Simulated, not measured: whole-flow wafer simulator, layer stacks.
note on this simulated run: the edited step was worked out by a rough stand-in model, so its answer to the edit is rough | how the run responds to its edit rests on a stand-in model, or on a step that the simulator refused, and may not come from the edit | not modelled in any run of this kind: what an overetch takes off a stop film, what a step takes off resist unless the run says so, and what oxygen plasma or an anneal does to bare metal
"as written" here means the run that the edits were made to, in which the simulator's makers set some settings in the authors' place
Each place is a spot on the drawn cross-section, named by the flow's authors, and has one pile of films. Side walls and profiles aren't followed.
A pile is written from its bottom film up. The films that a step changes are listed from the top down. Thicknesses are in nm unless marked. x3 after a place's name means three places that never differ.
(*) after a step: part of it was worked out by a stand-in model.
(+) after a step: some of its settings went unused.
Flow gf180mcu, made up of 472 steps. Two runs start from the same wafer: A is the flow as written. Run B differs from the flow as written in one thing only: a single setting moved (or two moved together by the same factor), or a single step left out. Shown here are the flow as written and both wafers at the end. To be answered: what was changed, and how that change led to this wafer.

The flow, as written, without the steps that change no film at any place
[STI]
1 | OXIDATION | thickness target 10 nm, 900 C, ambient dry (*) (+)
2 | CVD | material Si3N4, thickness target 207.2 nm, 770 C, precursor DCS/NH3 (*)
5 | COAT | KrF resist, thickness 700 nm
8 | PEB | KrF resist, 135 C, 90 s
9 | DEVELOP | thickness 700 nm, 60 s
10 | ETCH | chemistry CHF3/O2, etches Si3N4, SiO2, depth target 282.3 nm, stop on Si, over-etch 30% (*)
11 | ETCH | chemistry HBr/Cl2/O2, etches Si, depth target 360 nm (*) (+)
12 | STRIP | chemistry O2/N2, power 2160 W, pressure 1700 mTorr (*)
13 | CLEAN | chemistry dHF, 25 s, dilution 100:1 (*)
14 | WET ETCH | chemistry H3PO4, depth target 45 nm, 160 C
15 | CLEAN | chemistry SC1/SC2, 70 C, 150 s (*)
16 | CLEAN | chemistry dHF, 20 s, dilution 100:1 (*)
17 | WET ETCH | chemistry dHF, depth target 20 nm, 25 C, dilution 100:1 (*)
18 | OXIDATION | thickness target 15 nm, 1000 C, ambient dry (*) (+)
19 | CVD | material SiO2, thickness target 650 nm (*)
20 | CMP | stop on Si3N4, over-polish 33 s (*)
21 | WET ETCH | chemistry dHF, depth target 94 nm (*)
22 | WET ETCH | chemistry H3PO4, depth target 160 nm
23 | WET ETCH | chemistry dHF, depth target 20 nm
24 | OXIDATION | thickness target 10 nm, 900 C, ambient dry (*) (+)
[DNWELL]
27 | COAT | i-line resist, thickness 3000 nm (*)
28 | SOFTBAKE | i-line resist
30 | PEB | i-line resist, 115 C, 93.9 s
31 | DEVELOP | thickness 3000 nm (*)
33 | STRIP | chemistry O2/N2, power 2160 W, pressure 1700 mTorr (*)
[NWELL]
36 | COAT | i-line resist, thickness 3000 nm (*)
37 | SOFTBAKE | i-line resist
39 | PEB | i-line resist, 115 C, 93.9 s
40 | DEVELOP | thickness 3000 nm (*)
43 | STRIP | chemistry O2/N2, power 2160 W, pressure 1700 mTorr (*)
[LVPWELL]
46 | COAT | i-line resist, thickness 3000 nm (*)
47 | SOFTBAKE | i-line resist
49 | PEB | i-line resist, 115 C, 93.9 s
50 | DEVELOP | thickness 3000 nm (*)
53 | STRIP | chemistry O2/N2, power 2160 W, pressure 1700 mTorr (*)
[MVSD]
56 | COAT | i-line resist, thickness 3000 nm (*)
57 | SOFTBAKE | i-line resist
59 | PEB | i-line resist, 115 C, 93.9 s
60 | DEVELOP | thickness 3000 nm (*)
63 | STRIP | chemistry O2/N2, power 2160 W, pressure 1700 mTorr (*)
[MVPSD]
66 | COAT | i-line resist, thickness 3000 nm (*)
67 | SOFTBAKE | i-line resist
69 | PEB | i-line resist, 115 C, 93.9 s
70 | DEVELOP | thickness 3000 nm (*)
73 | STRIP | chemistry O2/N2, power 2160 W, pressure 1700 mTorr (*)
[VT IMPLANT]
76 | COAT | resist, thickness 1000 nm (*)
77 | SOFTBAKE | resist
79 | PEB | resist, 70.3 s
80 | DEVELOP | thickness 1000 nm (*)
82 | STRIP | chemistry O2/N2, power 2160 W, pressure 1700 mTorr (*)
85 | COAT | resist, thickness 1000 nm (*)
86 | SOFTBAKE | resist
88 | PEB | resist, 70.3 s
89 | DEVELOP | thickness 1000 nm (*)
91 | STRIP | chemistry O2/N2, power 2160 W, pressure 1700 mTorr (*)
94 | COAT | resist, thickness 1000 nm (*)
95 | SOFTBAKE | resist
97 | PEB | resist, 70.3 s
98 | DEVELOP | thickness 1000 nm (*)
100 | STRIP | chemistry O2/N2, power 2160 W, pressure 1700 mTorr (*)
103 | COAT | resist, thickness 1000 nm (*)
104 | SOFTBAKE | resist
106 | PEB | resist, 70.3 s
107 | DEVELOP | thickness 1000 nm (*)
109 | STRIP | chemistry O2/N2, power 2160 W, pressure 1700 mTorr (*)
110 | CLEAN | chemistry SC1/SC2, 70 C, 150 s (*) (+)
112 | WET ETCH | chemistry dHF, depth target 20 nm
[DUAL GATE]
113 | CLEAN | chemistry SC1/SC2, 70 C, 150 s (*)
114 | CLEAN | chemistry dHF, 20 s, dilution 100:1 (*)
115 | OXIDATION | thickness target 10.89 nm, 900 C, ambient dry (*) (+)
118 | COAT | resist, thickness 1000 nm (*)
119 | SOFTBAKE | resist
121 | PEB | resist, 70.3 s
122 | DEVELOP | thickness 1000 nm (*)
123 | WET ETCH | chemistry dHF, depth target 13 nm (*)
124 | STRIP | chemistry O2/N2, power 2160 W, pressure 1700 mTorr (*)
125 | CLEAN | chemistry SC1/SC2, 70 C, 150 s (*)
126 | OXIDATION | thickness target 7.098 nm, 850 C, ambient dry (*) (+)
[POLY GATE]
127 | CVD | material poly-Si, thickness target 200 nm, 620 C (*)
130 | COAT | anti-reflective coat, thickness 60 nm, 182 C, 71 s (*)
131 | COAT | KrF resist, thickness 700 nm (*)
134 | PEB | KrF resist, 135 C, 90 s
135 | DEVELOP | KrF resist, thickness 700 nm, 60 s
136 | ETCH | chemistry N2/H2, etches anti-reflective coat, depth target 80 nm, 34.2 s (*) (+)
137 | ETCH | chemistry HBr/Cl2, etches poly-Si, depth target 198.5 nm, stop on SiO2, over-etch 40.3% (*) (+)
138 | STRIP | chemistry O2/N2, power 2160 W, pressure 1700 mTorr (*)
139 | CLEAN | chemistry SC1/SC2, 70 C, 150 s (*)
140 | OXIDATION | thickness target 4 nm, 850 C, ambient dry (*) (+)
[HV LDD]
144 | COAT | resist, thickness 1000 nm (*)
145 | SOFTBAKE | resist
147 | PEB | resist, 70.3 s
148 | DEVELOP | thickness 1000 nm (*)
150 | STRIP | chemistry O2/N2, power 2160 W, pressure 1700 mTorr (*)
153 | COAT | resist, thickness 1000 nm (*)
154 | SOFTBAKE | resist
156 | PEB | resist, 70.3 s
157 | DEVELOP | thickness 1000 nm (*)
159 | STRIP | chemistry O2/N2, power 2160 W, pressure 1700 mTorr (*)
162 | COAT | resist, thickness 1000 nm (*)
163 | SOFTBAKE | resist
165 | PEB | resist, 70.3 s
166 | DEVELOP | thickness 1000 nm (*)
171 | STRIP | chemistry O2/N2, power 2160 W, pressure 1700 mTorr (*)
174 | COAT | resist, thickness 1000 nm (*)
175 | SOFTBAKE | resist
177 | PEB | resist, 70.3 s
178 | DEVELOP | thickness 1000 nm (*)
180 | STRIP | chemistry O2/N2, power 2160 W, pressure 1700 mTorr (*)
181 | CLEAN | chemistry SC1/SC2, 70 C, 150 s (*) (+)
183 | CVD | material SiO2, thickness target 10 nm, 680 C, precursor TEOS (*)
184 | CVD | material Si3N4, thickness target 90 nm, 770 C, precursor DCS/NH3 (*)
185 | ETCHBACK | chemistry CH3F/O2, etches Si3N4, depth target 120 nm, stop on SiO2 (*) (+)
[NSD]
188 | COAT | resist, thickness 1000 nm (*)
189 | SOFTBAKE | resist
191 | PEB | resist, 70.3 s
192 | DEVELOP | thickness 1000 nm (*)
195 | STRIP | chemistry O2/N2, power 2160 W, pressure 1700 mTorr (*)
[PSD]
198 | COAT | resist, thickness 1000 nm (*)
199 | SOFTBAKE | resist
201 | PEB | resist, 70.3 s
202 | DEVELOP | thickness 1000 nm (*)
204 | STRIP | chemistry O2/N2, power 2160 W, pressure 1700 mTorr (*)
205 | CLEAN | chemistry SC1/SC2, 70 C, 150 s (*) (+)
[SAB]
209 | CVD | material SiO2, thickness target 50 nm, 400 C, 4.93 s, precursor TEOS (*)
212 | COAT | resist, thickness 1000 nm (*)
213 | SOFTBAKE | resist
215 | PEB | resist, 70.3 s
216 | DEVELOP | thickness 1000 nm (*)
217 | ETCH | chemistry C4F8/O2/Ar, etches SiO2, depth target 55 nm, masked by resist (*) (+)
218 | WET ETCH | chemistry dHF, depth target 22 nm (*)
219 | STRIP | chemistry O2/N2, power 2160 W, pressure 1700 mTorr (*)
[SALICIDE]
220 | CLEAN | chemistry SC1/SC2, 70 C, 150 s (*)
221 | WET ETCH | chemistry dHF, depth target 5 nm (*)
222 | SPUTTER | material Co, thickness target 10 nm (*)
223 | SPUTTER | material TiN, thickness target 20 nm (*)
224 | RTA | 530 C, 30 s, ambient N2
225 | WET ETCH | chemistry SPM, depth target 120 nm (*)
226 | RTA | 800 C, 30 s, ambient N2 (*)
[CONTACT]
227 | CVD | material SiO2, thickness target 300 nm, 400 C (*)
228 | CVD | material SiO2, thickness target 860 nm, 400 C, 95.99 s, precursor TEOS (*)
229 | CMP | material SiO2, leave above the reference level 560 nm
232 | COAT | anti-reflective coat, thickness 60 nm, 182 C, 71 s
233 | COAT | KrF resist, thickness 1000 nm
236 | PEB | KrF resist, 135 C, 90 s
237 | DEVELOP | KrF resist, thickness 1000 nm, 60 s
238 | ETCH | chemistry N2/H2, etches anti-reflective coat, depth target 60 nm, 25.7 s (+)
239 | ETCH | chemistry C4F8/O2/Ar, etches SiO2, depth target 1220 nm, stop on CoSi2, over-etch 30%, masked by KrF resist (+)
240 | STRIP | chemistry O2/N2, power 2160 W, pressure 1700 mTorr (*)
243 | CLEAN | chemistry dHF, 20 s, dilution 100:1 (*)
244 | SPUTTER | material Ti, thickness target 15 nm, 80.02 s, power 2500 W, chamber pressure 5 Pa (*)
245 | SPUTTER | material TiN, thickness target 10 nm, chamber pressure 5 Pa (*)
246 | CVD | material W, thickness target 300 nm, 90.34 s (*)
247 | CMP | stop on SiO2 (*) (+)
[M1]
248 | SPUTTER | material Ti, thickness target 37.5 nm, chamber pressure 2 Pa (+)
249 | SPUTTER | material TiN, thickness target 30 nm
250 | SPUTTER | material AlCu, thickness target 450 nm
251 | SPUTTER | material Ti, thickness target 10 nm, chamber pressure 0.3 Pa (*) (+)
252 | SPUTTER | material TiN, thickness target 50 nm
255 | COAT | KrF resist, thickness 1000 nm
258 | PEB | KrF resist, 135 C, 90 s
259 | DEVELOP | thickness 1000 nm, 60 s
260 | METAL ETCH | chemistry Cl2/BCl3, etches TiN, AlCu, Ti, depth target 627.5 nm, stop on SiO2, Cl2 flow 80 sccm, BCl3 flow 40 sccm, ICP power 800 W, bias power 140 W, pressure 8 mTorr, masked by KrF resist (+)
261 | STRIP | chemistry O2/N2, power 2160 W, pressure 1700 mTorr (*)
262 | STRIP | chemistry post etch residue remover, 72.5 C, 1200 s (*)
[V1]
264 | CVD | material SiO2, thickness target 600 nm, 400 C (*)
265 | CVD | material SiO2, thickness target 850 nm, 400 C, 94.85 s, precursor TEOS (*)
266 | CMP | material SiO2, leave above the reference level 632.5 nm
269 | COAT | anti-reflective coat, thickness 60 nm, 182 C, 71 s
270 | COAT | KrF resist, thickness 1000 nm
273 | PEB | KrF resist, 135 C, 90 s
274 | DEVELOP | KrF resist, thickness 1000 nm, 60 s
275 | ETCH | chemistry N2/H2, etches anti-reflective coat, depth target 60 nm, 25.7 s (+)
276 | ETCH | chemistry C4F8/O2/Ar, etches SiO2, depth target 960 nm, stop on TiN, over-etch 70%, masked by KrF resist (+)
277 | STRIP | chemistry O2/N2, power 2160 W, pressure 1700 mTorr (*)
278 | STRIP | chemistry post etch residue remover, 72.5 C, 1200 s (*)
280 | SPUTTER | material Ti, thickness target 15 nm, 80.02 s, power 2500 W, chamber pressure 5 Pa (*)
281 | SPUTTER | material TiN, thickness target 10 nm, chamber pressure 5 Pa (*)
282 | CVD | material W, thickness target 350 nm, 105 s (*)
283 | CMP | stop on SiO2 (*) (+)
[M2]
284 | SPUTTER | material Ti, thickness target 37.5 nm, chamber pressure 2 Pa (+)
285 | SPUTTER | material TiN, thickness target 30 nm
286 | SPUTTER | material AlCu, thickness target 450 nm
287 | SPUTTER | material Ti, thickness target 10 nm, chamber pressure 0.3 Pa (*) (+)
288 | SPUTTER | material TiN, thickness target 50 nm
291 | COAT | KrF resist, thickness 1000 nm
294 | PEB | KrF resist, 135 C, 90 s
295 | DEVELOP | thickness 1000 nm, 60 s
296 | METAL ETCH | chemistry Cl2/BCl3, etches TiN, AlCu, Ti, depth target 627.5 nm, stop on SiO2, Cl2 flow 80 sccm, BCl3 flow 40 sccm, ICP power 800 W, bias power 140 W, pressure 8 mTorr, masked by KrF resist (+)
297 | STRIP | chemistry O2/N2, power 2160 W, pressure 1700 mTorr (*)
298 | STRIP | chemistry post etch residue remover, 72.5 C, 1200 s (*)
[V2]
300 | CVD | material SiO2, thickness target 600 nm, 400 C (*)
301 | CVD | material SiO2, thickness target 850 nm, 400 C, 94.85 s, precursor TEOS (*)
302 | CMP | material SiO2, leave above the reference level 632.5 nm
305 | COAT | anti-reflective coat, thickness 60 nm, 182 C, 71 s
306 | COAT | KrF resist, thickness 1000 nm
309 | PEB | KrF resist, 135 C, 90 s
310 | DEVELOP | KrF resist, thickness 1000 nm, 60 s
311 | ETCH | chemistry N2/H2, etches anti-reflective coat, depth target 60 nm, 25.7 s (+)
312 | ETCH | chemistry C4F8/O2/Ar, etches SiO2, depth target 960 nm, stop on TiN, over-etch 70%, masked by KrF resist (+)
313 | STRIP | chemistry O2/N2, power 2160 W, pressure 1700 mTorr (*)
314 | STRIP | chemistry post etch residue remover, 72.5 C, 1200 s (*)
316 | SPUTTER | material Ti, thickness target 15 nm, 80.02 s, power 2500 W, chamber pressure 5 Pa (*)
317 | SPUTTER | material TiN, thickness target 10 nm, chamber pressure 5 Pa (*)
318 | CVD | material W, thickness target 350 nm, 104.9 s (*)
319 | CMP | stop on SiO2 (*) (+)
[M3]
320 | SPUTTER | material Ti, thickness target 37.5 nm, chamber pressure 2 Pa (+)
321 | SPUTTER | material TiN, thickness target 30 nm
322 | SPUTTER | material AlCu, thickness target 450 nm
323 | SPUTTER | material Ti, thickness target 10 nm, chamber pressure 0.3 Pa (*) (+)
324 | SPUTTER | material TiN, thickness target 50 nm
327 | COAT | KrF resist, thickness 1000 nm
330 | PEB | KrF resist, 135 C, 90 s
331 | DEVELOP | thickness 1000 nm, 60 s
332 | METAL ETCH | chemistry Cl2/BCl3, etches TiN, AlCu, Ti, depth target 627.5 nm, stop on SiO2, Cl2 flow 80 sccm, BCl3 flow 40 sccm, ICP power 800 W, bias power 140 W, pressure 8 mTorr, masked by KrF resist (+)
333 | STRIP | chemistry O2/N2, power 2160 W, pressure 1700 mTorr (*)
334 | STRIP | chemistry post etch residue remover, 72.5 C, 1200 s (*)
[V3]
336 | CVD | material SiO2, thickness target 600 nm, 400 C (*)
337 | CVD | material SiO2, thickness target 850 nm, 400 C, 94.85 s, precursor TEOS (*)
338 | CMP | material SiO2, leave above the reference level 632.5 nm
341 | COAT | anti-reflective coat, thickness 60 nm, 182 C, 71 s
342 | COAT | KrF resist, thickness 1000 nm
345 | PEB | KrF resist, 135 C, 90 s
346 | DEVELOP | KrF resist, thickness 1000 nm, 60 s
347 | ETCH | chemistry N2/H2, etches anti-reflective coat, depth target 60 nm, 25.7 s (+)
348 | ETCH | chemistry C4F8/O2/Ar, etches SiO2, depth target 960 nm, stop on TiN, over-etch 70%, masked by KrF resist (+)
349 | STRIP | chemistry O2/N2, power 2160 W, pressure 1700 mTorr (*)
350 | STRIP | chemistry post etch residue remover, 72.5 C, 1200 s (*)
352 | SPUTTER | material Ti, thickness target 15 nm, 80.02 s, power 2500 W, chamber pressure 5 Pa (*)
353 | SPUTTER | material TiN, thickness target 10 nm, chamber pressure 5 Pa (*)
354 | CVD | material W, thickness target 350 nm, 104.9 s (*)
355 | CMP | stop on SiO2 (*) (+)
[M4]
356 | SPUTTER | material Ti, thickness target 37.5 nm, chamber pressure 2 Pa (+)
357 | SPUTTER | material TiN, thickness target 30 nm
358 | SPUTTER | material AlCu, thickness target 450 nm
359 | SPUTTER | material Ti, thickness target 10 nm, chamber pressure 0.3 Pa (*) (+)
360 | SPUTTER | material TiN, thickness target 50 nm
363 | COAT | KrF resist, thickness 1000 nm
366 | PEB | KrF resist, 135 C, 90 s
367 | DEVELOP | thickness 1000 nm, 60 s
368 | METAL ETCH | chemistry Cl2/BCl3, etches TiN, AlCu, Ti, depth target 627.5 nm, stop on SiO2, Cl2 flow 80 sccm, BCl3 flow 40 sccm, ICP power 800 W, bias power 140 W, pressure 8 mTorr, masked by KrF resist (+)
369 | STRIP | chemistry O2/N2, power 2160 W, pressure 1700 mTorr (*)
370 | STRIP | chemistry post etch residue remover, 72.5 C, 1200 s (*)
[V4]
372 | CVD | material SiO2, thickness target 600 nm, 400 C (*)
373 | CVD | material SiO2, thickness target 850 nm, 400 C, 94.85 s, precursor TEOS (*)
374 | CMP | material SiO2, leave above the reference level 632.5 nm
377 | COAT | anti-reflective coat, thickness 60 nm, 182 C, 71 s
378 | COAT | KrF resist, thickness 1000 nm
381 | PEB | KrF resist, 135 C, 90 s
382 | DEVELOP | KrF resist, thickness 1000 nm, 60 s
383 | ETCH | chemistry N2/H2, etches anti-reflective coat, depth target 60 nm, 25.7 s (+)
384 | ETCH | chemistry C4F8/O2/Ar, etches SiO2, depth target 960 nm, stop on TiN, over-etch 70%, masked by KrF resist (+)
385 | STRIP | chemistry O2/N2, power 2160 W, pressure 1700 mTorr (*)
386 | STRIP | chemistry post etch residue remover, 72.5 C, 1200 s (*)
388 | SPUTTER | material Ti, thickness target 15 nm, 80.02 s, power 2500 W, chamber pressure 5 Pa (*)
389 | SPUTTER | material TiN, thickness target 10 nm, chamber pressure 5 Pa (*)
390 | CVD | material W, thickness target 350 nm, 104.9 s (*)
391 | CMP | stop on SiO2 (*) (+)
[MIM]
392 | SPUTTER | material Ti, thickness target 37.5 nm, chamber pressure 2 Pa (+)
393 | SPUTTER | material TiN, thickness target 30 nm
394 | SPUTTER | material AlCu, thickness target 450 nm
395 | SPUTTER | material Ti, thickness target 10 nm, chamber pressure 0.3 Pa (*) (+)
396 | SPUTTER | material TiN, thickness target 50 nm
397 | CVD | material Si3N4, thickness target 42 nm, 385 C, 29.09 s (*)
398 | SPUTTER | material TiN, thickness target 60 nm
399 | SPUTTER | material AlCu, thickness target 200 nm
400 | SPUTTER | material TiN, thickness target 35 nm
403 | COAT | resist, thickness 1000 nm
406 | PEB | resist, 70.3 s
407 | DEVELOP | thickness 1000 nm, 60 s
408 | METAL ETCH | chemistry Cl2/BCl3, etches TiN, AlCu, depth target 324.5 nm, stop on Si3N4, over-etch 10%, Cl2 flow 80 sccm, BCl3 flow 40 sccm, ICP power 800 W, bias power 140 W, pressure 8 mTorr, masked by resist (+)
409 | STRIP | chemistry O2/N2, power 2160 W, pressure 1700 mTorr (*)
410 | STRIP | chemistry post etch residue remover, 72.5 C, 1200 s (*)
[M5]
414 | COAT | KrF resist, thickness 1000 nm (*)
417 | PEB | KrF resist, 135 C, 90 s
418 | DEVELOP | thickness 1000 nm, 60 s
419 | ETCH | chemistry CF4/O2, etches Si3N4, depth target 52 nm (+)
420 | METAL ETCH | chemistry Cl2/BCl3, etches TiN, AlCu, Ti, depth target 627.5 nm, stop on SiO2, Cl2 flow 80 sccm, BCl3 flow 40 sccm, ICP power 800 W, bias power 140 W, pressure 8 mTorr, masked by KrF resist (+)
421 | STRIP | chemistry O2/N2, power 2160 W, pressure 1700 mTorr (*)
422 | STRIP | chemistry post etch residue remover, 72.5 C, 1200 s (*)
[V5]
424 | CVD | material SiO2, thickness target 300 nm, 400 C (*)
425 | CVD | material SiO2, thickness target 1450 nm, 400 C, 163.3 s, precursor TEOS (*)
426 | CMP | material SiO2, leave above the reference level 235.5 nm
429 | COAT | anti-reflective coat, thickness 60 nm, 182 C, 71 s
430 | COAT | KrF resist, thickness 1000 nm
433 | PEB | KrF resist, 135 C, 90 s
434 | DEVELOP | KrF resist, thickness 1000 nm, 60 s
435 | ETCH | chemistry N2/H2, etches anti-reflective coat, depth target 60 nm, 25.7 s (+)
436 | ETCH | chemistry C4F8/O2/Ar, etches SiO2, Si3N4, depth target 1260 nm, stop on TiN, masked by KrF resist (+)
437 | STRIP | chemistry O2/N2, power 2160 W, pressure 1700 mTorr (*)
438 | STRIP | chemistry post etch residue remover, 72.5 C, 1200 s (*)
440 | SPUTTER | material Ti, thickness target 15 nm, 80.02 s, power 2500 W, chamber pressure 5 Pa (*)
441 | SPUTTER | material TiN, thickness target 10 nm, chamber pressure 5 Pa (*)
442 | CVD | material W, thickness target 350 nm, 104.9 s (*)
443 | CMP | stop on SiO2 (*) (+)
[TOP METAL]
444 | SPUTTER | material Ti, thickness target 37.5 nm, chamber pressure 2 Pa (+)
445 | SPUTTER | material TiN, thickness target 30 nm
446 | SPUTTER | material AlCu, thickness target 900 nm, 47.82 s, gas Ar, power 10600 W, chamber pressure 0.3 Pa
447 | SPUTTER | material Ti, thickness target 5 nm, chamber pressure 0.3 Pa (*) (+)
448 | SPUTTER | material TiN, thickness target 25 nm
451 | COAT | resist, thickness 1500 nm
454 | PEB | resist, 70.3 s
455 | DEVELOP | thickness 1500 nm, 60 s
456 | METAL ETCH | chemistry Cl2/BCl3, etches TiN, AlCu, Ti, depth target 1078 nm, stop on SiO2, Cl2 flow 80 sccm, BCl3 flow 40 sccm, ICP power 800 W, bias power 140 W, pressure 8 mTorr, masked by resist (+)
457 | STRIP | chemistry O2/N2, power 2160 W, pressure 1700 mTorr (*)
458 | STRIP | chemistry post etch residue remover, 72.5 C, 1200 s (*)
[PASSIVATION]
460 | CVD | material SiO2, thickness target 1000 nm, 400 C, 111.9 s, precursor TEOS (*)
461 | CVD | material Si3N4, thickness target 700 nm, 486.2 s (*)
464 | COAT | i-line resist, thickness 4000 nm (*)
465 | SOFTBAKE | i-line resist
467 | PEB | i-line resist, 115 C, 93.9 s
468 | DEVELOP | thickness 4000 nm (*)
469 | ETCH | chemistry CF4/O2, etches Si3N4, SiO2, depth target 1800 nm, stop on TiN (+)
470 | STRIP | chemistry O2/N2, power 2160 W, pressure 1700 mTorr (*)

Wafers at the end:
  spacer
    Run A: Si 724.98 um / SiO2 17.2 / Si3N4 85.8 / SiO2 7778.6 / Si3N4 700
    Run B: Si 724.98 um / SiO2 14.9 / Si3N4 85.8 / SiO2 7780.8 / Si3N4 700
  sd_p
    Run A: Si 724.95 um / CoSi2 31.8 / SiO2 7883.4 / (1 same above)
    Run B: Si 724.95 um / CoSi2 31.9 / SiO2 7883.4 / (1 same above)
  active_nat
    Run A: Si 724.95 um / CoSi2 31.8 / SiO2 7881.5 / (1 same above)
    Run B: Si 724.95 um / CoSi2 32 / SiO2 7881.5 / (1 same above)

What caused this: step 183, CVD: thickness target 7.75 nm was run, whereas the flow has thickness target 10 nm.

The path from the change to this, step by step:
  183 | CVD | material SiO2, thickness target 10 nm, 680 C, precursor TEOS (*)
      field, field__w1, field__w2 and 99 more: A +10 SiO2 | B +7.75 SiO2
      ld_drift_p: A +9.87 SiO2 | B +7.65 SiO2
      (as well as at 1 more place)
  189 | SOFTBAKE | resist
      field: A +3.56 resist | B -0.36 resist
      active_hv: A +2.68 resist | B -0.5 resist
      (as well as at 3 more places)
  199 | SOFTBAKE | resist
      field: A +3.56 resist | B -0.36 resist
      active_hv: A +2.68 resist | B -0.5 resist
      (as well as at 3 more places)
  218 | WET ETCH | chemistry dHF, depth target 22 nm (*)
      gate, gate_hv, gate_p and 23 more: A -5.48 SiO2 (all of it) | B -3.23 SiO2 (all of it)
      active, p_well, sd_n, iso_ptap_pw, iso_ntap_nw, iso_ptap_sub, vpnp_e: A -9.01 SiO2 (all of it) | B -6.76 SiO2 (all of it)
      (as well as at 16 more places)
